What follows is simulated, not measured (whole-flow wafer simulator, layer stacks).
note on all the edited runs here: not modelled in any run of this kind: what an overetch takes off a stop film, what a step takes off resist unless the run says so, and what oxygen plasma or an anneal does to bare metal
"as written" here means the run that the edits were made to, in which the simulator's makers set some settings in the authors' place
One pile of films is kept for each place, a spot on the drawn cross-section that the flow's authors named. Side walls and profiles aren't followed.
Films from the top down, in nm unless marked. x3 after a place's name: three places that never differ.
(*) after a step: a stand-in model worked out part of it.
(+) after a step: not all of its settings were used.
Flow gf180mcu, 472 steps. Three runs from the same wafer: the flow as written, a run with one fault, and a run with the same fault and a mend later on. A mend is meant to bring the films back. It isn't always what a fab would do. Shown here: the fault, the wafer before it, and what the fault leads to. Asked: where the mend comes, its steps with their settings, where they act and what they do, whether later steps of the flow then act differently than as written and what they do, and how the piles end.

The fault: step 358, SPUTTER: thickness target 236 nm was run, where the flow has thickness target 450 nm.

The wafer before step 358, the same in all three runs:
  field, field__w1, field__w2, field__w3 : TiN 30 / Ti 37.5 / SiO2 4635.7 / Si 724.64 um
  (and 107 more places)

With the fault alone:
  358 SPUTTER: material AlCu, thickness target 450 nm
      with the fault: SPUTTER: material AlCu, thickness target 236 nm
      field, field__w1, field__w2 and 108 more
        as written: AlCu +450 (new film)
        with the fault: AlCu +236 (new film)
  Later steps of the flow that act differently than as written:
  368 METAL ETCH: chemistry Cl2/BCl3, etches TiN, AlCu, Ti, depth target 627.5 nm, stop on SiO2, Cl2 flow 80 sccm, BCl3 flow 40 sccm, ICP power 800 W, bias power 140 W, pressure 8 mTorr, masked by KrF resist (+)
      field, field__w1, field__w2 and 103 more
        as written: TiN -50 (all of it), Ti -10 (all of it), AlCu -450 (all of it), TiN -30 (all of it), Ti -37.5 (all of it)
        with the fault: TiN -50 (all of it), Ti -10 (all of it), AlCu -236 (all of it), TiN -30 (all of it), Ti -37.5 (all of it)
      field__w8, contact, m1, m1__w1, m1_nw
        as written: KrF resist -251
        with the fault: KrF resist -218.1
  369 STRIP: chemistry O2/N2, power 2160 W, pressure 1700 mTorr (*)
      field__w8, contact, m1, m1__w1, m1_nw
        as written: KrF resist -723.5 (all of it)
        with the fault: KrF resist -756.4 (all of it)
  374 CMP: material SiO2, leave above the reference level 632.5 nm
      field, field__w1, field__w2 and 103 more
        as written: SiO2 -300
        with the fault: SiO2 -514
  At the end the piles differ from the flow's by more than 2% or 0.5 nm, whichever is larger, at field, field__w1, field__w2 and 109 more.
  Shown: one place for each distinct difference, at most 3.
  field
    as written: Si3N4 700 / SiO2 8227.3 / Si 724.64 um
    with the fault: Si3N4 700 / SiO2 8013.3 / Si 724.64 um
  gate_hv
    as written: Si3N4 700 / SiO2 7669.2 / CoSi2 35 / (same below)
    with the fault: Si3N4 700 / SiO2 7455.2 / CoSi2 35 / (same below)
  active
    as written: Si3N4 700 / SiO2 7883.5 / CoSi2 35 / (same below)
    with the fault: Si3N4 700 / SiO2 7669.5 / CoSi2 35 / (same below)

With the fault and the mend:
  The mend comes after step 358.
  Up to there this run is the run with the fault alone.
  358a SPUTTER: material AlCu, thickness target 214 nm (the flow's step 358 once more, with other settings)
      field, field__w1, field__w2 and 108 more
        AlCu +214
  No later step of the flow acts differently than as written at any place that is followed.
  At the end the piles are the same as the flow's at every place that both follow.
